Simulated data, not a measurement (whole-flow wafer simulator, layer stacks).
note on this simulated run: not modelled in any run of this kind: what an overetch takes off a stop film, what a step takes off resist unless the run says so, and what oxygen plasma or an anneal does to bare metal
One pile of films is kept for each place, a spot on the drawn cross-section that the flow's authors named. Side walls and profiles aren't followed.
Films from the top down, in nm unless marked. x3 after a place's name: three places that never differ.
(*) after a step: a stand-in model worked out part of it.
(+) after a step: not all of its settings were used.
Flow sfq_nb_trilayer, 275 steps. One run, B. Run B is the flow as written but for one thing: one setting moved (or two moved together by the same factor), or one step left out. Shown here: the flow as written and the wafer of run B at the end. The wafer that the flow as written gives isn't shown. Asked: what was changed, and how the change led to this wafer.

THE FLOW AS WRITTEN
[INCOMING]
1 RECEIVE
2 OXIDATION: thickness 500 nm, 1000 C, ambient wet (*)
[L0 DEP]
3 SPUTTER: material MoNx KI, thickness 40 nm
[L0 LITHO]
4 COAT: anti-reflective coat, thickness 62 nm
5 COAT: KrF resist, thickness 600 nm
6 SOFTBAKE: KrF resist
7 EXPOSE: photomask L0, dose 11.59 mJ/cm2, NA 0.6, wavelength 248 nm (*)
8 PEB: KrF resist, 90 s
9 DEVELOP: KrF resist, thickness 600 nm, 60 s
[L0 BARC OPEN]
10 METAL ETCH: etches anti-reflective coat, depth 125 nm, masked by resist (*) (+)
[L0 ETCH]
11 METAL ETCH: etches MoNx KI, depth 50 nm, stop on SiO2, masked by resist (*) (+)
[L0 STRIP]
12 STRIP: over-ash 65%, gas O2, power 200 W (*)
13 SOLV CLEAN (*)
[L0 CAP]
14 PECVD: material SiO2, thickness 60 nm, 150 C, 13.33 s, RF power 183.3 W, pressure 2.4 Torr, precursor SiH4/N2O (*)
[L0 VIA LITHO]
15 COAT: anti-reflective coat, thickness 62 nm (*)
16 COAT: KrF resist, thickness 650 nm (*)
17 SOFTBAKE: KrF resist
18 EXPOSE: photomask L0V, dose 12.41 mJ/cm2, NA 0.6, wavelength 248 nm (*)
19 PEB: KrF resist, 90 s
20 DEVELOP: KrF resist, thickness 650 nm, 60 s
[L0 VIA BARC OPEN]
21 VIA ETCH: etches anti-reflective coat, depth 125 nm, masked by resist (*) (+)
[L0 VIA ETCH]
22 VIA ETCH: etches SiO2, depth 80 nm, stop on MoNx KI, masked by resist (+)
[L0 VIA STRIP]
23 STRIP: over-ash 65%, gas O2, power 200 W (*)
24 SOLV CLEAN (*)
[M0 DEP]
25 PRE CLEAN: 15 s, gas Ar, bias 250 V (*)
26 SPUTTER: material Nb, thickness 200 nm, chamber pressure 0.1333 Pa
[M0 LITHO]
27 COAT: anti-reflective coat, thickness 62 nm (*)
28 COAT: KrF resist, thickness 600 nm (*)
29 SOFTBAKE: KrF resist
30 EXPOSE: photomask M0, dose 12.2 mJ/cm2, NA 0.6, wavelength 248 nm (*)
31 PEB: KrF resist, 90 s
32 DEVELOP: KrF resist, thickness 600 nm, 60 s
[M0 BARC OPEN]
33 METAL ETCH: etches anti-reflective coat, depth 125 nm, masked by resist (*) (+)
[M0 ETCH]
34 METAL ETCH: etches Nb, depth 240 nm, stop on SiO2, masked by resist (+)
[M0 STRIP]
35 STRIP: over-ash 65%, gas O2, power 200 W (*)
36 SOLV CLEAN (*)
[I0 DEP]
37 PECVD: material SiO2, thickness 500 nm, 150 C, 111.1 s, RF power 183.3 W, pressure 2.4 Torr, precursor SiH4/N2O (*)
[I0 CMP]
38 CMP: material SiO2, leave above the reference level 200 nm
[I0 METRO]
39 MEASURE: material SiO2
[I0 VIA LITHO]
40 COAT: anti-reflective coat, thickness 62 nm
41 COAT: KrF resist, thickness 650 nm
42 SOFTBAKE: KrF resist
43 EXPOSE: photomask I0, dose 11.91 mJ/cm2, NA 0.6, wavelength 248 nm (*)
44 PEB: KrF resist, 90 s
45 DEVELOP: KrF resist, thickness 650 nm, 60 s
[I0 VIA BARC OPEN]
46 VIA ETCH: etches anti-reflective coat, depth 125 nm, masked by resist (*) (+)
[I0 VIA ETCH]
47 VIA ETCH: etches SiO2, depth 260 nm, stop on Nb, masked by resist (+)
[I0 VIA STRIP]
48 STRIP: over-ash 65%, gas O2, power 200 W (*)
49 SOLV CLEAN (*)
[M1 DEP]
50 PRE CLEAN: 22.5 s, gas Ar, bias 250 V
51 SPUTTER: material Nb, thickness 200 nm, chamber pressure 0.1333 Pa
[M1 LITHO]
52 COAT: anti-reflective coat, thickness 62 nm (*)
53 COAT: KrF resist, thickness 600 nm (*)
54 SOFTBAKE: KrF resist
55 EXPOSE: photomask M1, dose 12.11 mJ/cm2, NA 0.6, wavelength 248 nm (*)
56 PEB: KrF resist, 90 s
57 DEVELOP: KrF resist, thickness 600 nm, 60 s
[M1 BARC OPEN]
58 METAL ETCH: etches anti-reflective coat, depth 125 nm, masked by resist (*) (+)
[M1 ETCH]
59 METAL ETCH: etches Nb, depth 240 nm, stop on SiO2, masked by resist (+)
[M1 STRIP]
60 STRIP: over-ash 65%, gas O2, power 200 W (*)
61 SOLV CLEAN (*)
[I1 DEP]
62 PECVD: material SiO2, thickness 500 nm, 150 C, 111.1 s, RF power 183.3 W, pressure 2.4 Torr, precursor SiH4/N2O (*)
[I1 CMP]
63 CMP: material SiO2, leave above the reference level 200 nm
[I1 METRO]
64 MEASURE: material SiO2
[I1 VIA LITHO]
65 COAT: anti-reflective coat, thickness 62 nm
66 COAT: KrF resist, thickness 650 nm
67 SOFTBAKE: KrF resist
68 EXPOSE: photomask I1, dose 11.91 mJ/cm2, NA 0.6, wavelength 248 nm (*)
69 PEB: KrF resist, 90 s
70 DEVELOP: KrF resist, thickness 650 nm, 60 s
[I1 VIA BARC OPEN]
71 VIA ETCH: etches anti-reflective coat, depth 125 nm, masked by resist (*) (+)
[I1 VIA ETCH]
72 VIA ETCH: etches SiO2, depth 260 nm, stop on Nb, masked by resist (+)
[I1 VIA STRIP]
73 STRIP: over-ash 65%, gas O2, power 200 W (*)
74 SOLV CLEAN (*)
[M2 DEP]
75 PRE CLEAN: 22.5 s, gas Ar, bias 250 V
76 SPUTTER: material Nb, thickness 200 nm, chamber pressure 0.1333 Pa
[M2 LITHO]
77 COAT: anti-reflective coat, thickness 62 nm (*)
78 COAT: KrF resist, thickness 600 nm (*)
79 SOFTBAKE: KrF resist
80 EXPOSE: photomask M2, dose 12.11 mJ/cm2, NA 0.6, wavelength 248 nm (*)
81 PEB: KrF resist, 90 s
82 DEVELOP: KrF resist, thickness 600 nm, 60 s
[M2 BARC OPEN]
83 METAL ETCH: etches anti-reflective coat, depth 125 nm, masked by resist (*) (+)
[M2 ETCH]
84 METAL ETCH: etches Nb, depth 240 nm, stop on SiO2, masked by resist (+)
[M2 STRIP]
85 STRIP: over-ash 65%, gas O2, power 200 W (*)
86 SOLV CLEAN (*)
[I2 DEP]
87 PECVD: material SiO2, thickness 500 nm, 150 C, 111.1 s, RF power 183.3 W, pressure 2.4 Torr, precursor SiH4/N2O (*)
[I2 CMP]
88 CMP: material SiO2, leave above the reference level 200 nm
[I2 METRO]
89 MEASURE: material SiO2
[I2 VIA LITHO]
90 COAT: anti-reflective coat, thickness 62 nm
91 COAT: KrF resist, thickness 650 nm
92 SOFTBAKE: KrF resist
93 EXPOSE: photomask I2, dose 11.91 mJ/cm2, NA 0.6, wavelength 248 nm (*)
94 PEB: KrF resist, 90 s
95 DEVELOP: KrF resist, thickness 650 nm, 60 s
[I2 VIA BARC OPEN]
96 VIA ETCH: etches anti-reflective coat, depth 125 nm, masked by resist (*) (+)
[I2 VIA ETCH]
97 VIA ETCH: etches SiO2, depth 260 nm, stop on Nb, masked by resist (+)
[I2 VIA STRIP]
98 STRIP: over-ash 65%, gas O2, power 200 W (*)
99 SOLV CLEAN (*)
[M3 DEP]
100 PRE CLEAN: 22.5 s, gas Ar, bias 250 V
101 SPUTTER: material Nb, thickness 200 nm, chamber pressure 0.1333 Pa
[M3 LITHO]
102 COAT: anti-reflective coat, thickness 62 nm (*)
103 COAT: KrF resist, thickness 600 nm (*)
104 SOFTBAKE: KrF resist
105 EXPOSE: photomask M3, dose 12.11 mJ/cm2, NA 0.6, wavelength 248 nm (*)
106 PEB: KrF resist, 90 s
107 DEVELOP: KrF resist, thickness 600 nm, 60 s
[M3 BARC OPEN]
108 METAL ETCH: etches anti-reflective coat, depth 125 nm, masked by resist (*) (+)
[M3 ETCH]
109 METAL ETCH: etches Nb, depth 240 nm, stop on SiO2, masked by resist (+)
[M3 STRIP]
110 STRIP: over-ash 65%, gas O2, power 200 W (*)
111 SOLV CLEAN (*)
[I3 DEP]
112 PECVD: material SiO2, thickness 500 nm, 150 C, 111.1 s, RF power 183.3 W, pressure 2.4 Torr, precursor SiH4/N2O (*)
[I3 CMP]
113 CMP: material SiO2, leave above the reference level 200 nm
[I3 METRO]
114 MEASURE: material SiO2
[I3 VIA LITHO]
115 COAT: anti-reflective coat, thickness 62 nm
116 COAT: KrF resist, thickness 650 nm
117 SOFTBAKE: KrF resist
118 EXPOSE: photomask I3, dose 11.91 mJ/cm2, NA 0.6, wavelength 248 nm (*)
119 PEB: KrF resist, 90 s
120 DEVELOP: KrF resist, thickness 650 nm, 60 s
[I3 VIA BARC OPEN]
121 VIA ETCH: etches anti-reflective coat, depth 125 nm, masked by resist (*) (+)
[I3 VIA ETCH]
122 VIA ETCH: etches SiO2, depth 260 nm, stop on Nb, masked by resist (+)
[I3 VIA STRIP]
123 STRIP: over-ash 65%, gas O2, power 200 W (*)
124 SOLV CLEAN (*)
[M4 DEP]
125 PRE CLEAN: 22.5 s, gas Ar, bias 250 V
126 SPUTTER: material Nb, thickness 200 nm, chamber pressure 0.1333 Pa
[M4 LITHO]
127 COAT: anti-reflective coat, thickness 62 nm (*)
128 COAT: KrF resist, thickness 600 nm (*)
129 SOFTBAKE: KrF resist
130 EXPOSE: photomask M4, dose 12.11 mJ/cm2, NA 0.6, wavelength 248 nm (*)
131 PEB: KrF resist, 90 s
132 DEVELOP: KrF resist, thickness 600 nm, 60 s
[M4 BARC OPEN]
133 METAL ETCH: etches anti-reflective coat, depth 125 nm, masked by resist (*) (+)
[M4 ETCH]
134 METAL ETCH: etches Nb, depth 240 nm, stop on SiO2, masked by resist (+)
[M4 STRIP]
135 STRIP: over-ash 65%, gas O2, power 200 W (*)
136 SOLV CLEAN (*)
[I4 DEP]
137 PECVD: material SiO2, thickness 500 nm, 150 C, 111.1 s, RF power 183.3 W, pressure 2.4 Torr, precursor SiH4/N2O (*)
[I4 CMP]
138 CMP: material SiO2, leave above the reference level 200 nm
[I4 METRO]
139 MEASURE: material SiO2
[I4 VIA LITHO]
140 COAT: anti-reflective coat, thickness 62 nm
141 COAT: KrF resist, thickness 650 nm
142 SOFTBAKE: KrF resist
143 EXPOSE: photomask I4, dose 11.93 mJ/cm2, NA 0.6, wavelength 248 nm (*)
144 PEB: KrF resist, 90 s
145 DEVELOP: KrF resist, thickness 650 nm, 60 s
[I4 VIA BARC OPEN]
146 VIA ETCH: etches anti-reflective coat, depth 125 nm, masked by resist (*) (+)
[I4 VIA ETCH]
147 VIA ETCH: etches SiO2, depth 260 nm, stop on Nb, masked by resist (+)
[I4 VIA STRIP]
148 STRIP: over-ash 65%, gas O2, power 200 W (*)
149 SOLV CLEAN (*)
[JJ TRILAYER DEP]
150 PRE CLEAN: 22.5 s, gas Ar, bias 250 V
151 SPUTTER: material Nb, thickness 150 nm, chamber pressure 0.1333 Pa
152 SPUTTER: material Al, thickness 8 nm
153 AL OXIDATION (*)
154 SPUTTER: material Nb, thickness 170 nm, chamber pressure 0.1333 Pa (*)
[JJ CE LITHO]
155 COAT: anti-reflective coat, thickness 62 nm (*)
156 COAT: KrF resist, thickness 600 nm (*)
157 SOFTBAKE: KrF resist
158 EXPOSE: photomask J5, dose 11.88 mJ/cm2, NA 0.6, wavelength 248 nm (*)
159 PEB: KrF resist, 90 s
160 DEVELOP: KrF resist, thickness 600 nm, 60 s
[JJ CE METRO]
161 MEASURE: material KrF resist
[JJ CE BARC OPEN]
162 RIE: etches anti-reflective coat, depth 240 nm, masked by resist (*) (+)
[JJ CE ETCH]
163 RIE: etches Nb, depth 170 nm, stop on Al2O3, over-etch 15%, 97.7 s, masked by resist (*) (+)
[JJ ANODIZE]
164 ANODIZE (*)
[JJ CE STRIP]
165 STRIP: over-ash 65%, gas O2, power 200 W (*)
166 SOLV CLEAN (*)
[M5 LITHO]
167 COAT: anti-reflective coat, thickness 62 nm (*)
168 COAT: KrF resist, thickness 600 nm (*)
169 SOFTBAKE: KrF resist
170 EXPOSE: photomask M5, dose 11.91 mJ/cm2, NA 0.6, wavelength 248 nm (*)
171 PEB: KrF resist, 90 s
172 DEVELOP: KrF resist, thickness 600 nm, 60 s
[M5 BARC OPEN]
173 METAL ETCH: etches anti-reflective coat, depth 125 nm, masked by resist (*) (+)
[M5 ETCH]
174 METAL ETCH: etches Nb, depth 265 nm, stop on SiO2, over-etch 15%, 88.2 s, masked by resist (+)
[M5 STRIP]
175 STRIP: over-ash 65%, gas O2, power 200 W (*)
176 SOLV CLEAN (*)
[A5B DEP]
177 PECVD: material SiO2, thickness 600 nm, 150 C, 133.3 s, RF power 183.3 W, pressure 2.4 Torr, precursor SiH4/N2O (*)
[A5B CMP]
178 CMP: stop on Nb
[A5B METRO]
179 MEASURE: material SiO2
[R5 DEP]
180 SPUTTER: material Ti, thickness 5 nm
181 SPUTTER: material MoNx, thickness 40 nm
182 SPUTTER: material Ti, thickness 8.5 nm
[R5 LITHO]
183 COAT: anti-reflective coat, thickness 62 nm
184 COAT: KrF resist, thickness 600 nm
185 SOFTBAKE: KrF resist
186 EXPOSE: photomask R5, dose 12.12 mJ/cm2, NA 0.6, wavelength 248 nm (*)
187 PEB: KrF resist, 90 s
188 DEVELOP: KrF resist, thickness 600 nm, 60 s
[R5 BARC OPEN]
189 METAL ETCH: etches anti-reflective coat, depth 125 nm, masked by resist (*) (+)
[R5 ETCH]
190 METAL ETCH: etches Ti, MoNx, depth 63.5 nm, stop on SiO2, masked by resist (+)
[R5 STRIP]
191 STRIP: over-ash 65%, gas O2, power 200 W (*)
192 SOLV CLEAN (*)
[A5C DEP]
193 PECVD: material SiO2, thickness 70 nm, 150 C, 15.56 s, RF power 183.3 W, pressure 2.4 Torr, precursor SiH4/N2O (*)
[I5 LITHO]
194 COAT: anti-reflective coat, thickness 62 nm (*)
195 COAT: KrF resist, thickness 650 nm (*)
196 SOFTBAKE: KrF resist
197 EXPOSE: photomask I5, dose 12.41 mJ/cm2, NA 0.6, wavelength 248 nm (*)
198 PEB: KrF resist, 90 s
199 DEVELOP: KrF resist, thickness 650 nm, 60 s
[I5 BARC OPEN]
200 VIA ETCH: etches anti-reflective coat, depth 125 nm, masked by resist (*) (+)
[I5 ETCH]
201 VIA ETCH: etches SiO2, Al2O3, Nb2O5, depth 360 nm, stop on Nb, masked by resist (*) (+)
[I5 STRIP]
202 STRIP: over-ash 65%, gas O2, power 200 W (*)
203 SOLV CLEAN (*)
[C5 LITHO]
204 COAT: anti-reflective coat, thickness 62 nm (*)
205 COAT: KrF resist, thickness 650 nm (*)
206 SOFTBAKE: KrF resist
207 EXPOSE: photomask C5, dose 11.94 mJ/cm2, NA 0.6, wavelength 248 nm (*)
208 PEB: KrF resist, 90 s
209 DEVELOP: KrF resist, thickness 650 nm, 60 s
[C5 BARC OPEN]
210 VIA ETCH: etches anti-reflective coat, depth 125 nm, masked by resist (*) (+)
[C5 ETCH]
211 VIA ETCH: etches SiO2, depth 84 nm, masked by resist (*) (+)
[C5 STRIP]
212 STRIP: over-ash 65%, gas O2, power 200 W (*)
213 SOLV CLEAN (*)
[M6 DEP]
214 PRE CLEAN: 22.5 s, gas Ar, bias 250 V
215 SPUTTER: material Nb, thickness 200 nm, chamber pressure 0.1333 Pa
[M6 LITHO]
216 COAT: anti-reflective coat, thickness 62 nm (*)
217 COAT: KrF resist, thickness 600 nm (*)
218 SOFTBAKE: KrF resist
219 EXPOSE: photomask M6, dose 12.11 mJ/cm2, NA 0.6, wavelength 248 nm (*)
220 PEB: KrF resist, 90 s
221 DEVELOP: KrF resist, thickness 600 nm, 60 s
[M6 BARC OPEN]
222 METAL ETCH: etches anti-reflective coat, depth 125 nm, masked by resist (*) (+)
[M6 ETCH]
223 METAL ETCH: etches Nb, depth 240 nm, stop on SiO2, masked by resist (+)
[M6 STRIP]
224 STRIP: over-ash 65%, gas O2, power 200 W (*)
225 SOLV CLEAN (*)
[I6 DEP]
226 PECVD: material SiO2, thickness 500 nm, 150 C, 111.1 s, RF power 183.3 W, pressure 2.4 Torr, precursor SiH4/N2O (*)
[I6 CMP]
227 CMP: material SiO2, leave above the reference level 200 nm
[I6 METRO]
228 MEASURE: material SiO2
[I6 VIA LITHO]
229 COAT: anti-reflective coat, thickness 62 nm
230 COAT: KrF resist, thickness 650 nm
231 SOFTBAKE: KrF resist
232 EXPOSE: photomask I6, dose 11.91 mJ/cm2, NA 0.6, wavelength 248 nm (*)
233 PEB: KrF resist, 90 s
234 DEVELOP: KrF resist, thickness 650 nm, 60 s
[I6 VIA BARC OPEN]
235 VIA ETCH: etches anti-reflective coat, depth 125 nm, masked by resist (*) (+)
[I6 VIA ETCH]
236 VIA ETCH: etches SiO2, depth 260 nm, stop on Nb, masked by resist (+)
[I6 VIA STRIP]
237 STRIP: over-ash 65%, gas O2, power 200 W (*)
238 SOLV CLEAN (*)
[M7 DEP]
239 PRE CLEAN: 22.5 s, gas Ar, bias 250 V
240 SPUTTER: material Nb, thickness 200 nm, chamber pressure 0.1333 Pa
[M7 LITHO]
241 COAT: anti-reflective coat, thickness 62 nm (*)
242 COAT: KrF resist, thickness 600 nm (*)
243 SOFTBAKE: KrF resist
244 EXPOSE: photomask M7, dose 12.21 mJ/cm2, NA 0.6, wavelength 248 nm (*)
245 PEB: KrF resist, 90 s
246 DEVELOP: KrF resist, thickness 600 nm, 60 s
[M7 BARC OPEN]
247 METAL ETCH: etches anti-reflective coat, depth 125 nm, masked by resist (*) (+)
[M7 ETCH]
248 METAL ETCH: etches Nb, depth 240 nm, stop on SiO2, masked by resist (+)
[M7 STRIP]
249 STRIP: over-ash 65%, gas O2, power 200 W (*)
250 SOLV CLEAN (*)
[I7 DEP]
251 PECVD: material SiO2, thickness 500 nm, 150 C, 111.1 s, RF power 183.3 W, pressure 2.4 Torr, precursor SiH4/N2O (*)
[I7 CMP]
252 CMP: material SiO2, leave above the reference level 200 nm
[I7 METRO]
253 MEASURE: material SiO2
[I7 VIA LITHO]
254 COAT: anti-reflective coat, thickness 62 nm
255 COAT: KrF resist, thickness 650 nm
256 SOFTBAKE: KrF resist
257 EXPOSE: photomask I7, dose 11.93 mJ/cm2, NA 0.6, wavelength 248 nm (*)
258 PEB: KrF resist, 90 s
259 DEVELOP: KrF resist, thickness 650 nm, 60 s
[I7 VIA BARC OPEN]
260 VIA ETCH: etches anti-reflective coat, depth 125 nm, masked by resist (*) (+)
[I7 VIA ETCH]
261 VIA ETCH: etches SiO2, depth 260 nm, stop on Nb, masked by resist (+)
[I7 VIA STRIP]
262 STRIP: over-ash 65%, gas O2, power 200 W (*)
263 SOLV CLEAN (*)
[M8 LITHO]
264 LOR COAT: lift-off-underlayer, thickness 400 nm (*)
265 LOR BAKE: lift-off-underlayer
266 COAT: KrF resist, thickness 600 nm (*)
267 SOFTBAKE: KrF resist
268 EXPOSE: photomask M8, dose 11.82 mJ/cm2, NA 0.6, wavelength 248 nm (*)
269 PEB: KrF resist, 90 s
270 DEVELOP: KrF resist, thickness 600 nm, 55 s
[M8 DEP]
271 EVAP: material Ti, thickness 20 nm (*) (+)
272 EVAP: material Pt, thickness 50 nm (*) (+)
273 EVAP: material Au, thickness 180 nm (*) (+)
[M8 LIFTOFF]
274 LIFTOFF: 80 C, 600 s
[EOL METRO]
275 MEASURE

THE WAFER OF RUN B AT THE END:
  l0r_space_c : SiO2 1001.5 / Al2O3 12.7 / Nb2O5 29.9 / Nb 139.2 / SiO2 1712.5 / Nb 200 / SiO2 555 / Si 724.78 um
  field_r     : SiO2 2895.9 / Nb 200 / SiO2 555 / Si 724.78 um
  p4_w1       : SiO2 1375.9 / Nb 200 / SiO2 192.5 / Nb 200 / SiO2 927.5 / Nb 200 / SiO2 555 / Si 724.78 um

The cause: step 51, SPUTTER: thickness 150 nm was run, where the flow has thickness 200 nm.

How the change led to this, step by step:
  51 SPUTTER: material Nb, thickness 200 nm, chamber pressure 0.1333 Pa
      field_l, v_sur, via_wl and 102 more: Nb +150 (new film) (as written it would be: Nb +200 (new film))
      via_w: Nb +131.5 (as written it would be: Nb +174.5)
  52 COAT: anti-reflective coat, thickness 62 nm (*)
      via_wl: anti-reflective coat +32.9 (new film) (as written it would be: anti-reflective coat +33.8 (new film))
      via_wr: anti-reflective coat +34.1 (new film) (as written it would be: anti-reflective coat +34.9 (new film))
  59 METAL ETCH: etches Nb, depth 240 nm, stop on SiO2, masked by resist (+)
      field_l, be, be_sur and 79 more: Nb -150 (all of it) (as written it would be: Nb -200 (all of it))
      v_sur, via_wl, via_w and 21 more: KrF resist -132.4 (as written it would be: KrF resist -141.2)
  60 STRIP: over-ash 65%, gas O2, power 200 W (*)
      wl_j_sl, wl_jj, wl_j_sr and 13 more: KrF resist -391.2 (all of it), anti-reflective coat -62 (all of it) (as written it would be: KrF resist -382.4 (all of it), anti-reflective coat -62 (all of it))
      v_sur: KrF resist -375.1 (all of it), anti-reflective coat -60.9 (all of it) (as written it would be: KrF resist -365.9 (all of it), anti-reflective coat -61.1 (all of it))
      (and at 6 more places)
  62 PECVD: material SiO2, thickness 500 nm, 150 C, 111.1 s, RF power 183.3 W, pressure 2.4 Torr, precursor SiH4/N2O (*)
      wl_d_sl, wl_d_sr: SiO2 +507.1 (as written it would be: SiO2 +557.1)
      via_w: SiO2 +593.6 (new film) (as written it would be: SiO2 +606 (new film))
  63 CMP: material SiO2, leave above the reference level 200 nm
      field_l, be, be_sur and 72 more: SiO2 -150 (as written it would be: SiO2 -100)
      lsp_m, ln_m6, lsp_r, l0_sur, l0v: SiO2 -150 (as written it would be: SiO2 -94.9)
      (and at 1 more place)
